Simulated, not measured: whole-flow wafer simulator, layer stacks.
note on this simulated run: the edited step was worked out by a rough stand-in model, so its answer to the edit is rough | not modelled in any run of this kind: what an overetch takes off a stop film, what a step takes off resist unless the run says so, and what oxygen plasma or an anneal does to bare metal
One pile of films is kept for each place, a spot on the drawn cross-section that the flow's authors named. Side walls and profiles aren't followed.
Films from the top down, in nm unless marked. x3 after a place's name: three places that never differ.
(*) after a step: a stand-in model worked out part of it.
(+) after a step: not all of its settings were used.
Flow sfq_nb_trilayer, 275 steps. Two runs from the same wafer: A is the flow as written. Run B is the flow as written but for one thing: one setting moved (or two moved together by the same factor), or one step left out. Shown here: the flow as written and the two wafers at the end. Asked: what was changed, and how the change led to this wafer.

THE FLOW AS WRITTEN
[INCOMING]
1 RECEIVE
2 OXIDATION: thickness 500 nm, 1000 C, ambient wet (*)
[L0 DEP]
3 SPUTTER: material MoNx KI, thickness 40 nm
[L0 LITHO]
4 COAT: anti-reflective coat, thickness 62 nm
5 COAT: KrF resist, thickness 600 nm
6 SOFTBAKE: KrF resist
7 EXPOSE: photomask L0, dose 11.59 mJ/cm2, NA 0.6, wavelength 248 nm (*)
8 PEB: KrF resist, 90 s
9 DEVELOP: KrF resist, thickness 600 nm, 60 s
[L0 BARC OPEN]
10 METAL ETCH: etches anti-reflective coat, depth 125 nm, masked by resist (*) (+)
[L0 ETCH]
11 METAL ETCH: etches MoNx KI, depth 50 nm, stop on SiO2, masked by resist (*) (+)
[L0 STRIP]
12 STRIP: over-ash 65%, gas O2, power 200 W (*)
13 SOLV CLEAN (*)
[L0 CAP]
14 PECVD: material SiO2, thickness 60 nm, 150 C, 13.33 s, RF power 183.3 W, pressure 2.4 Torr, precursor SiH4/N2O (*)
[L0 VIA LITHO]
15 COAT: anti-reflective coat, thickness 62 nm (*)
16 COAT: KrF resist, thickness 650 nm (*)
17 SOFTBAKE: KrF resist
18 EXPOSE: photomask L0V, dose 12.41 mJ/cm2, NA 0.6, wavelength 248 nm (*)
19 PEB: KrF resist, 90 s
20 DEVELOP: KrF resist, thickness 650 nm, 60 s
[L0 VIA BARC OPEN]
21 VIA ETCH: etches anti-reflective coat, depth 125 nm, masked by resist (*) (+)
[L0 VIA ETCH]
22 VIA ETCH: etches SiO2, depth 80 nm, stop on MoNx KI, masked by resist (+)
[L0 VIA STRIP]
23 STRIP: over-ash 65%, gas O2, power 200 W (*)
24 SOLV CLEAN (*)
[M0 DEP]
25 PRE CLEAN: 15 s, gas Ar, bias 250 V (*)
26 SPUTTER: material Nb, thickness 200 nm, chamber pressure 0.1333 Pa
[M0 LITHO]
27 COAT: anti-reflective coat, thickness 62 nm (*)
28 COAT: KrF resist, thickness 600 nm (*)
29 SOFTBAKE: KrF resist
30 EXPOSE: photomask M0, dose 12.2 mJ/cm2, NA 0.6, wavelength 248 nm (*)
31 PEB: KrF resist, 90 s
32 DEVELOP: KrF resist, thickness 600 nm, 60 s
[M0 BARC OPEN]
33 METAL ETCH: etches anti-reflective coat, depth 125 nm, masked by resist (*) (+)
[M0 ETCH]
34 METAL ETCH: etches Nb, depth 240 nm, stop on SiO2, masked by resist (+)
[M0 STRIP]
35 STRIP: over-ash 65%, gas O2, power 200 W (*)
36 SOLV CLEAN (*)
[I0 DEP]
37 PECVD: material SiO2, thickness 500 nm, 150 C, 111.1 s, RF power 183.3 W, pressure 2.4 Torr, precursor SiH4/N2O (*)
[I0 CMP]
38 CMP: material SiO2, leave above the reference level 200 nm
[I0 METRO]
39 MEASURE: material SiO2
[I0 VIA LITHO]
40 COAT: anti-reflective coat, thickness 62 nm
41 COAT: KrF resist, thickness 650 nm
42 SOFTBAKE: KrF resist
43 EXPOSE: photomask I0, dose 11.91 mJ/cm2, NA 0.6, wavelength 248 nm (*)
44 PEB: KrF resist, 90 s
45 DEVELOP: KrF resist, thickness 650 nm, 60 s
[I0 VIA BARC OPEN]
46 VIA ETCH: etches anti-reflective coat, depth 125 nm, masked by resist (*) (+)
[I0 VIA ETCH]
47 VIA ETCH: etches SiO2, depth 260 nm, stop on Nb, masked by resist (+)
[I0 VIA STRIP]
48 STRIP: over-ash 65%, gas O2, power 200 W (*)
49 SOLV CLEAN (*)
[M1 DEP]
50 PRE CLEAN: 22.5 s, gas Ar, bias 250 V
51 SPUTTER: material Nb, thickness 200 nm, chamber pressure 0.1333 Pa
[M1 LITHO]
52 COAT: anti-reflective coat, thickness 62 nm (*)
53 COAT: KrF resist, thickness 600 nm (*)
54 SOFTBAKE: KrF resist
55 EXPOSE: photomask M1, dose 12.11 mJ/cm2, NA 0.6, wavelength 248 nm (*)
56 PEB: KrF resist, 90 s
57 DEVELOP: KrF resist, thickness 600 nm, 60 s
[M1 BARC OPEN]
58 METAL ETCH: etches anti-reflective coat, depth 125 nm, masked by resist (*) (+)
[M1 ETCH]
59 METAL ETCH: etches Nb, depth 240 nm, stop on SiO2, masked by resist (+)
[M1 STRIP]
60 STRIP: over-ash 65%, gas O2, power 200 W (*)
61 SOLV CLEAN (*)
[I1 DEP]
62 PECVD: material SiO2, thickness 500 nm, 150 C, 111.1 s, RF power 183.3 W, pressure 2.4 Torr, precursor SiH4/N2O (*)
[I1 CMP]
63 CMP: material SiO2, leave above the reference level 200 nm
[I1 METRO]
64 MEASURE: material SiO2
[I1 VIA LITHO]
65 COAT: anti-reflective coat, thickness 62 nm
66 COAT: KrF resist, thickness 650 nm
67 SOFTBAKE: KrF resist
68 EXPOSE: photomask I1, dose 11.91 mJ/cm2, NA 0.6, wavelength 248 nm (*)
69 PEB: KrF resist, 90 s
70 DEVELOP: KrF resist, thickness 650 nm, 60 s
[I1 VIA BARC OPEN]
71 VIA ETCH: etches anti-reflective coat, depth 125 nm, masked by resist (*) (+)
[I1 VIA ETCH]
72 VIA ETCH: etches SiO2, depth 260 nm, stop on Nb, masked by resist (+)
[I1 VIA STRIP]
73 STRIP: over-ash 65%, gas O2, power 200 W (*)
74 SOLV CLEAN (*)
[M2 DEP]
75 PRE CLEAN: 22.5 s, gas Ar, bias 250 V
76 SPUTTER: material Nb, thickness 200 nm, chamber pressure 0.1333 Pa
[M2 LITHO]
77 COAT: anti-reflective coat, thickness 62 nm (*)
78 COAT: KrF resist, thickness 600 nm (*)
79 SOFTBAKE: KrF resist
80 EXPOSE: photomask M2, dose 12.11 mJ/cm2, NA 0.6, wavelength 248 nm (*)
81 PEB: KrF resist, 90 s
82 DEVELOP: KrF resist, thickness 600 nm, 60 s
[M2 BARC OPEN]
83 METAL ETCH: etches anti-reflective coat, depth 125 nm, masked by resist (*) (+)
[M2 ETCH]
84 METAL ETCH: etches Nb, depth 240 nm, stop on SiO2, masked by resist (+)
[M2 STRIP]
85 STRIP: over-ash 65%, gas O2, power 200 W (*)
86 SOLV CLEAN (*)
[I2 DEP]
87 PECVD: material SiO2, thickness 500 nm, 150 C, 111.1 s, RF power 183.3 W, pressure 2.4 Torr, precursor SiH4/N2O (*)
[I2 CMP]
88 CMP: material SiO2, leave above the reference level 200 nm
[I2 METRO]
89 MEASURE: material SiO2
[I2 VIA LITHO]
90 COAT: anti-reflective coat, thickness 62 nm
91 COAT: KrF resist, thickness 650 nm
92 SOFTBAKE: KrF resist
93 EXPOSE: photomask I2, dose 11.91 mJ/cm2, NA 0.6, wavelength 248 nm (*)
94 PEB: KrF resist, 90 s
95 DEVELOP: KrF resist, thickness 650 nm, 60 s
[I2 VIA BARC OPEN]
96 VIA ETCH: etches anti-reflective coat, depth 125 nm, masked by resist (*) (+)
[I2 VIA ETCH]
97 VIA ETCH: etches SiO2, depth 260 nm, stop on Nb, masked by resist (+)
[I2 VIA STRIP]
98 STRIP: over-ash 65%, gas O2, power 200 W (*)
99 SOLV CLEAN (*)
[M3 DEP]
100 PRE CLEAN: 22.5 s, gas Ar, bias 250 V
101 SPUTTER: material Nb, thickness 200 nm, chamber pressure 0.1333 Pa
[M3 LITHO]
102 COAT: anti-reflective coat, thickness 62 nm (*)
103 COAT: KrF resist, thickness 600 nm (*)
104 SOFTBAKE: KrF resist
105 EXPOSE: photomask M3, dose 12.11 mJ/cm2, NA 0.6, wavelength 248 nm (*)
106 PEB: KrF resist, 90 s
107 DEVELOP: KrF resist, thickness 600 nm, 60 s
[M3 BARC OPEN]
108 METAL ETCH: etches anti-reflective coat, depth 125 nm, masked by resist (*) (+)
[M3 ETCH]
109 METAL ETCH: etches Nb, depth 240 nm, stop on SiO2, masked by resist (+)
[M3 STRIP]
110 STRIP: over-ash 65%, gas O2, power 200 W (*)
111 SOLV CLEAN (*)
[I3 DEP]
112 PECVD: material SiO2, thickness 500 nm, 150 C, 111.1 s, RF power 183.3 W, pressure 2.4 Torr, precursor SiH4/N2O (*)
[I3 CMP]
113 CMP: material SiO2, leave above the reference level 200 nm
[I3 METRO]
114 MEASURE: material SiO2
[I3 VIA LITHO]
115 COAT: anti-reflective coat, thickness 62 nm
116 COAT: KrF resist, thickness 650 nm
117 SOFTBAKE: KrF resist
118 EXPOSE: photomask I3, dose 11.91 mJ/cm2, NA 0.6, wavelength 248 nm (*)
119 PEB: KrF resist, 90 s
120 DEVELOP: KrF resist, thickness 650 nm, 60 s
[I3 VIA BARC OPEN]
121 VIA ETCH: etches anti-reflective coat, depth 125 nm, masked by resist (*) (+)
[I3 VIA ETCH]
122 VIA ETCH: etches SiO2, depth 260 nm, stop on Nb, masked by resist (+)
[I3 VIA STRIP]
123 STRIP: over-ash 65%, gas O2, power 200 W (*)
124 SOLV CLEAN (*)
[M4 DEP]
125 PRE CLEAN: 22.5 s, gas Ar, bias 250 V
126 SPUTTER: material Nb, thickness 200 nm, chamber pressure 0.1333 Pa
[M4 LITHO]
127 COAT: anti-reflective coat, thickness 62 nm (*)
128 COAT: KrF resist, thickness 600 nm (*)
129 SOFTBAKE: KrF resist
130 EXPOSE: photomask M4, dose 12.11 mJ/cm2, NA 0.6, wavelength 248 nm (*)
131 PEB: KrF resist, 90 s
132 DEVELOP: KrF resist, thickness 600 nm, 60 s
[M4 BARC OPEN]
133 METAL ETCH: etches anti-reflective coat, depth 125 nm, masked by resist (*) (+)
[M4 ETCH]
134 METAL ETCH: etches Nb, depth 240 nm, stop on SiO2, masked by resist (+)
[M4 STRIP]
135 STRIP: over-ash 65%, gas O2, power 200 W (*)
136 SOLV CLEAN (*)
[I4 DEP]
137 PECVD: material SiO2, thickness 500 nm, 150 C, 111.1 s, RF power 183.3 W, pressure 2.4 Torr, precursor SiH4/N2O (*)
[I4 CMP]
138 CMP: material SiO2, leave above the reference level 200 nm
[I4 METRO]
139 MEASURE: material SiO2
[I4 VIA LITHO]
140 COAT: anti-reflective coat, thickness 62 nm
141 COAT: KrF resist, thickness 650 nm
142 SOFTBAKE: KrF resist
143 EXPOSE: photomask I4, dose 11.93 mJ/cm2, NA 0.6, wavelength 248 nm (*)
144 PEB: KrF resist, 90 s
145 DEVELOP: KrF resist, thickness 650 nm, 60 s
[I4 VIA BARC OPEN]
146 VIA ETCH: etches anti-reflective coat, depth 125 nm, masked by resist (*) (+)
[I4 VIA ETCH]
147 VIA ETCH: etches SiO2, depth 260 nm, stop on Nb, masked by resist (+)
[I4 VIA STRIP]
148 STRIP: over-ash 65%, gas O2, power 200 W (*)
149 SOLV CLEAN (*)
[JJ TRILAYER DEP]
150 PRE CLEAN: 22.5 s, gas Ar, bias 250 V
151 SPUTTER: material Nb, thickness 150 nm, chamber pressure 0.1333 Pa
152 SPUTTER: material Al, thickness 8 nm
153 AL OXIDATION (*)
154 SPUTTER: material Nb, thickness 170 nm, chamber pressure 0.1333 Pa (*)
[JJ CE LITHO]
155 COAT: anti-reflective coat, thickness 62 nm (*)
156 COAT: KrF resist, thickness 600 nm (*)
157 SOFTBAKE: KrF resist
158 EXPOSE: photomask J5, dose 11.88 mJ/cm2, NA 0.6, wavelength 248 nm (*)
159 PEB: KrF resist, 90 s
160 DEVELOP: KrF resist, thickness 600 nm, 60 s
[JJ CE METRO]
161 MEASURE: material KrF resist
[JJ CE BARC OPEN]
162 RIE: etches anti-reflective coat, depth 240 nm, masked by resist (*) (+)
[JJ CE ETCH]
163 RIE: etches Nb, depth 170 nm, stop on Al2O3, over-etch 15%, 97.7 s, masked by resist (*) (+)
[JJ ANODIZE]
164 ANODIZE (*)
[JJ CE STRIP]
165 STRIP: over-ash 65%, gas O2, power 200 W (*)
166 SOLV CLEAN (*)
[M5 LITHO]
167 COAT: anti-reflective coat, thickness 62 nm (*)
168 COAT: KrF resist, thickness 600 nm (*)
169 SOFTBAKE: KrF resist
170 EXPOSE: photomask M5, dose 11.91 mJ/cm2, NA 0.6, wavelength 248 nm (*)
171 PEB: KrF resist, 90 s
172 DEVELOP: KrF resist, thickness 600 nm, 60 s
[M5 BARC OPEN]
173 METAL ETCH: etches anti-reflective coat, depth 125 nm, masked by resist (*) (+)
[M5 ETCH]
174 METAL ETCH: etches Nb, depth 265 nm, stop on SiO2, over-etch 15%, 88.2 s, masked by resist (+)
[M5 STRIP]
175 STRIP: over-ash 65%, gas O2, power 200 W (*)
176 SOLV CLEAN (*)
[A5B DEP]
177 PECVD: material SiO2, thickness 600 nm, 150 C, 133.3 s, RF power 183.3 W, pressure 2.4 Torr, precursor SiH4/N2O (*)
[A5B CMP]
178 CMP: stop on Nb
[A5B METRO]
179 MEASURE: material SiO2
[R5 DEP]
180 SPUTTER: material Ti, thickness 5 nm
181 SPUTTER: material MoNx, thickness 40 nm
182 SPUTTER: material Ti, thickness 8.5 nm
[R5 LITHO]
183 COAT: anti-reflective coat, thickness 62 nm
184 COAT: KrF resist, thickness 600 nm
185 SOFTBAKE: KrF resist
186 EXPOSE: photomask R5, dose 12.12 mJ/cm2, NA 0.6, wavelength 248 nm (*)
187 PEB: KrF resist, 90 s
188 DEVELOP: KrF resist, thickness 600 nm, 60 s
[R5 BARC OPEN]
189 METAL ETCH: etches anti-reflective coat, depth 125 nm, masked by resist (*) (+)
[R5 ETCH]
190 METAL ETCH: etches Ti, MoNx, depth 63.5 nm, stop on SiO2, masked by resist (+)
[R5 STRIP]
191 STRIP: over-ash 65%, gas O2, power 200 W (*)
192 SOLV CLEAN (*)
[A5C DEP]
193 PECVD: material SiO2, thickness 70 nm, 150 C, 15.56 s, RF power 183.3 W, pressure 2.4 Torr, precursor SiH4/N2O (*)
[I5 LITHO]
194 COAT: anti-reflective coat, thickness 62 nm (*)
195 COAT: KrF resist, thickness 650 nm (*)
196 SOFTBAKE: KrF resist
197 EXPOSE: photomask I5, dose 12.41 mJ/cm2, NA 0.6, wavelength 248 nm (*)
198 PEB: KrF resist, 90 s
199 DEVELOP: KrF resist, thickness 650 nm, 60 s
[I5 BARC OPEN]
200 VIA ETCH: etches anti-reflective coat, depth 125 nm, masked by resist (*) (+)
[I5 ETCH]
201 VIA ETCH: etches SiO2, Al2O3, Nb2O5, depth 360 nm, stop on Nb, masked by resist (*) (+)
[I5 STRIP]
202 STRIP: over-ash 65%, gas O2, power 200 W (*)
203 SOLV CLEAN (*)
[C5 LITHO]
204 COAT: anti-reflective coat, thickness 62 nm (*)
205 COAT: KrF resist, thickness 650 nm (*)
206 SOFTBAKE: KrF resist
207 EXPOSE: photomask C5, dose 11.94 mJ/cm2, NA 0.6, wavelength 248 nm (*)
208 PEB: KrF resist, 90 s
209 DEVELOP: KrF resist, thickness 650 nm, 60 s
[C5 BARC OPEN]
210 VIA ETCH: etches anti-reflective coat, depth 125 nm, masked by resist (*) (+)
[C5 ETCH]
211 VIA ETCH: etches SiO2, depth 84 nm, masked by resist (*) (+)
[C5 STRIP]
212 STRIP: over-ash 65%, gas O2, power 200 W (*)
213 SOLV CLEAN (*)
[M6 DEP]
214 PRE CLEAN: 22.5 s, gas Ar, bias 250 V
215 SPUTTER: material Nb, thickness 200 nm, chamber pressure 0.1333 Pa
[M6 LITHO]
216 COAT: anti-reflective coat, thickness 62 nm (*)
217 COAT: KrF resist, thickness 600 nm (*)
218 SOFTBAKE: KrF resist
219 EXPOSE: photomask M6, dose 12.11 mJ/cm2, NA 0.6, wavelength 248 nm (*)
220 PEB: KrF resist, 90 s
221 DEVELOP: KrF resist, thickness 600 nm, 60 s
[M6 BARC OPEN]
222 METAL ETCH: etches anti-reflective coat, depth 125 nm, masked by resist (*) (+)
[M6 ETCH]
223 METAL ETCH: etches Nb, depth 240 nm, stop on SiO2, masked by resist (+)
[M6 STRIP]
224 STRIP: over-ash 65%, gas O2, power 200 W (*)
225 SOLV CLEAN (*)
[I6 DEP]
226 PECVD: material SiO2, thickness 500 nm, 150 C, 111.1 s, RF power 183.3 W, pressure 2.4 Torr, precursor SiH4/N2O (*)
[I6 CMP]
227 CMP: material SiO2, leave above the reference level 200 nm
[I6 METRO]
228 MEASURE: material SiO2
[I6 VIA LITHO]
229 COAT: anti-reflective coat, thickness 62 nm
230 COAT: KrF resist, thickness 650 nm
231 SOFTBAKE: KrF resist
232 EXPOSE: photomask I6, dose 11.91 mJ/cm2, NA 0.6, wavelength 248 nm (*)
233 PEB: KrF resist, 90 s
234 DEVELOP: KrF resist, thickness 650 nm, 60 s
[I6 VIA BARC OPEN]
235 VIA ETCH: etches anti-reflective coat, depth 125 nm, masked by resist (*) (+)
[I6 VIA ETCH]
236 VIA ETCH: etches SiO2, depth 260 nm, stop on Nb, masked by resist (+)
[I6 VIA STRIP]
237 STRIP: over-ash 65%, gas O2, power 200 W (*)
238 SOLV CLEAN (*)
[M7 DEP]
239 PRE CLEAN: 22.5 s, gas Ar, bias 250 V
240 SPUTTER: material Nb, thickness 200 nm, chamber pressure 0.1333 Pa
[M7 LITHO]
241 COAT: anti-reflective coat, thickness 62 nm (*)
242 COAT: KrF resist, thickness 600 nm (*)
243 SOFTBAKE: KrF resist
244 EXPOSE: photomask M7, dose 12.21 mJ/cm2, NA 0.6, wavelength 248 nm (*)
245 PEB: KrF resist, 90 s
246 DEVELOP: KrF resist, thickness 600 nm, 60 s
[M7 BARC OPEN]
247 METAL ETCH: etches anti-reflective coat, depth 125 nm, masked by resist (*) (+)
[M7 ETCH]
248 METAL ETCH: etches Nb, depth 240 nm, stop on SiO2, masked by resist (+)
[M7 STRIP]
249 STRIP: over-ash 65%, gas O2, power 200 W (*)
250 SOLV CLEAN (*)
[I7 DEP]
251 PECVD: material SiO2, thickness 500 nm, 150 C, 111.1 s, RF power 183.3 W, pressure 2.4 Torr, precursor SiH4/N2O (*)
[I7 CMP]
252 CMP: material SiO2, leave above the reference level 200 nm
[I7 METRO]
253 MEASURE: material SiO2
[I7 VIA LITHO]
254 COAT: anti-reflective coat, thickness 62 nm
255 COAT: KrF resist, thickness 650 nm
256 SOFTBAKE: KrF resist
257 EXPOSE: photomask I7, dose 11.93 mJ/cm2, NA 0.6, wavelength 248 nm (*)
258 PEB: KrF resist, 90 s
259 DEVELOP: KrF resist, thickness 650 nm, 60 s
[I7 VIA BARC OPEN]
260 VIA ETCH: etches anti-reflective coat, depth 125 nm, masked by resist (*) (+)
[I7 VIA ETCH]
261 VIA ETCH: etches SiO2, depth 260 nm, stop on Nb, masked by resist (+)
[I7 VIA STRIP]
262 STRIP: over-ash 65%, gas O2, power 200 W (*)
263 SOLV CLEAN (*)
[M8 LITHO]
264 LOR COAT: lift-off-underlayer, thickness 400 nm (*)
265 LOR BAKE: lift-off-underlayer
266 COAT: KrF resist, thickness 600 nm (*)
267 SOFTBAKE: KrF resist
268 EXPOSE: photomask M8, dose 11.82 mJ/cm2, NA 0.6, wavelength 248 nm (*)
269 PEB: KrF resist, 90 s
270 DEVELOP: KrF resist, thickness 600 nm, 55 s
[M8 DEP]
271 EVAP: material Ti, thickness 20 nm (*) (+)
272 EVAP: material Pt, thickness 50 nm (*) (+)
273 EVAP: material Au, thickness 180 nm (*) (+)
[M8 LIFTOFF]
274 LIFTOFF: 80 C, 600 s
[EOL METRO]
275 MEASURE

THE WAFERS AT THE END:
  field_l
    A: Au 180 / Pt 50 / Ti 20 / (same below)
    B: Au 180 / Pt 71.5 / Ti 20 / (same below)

The cause: step 272, EVAP: thickness 71.5 nm was run, where the flow has thickness 50 nm.
It can be read off the wafer: field_l has Pt 71.5, and step 272 as written asks for 50 nm.

How the change led to this, step by step:
  272 EVAP: material Pt, thickness 50 nm (*) (+)
      field_l, v_sur, via_wl and 103 more: A Pt +50 (new film) | B Pt +71.5 (new film)
  274 LIFTOFF: 80 C, 600 s
      p4_fl, p4_fm, p4_w1 and 71 more: A Au -180 (all of it), Pt -50 (all of it), Ti -20 (all of it), KrF resist -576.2 (all of it), lift-off-underlayer -400 (all of it) | B Au -180 (all of it), Pt -71.5 (all of it), Ti -20 (all of it), KrF resist -576.2 (all of it), lift-off-underlayer -400 (all of it)
      c5j, ce_r: A Au -180 (all of it), Pt -50 (all of it), Ti -20 (all of it), KrF resist -573.3 (all of it), lift-off-underlayer -399.3 (all of it) | B Au -180 (all of it), Pt -71.5 (all of it), Ti -20 (all of it), KrF resist -573.3 (all of it), lift-off-underlayer -399.3 (all of it)
      (and at 19 more places)
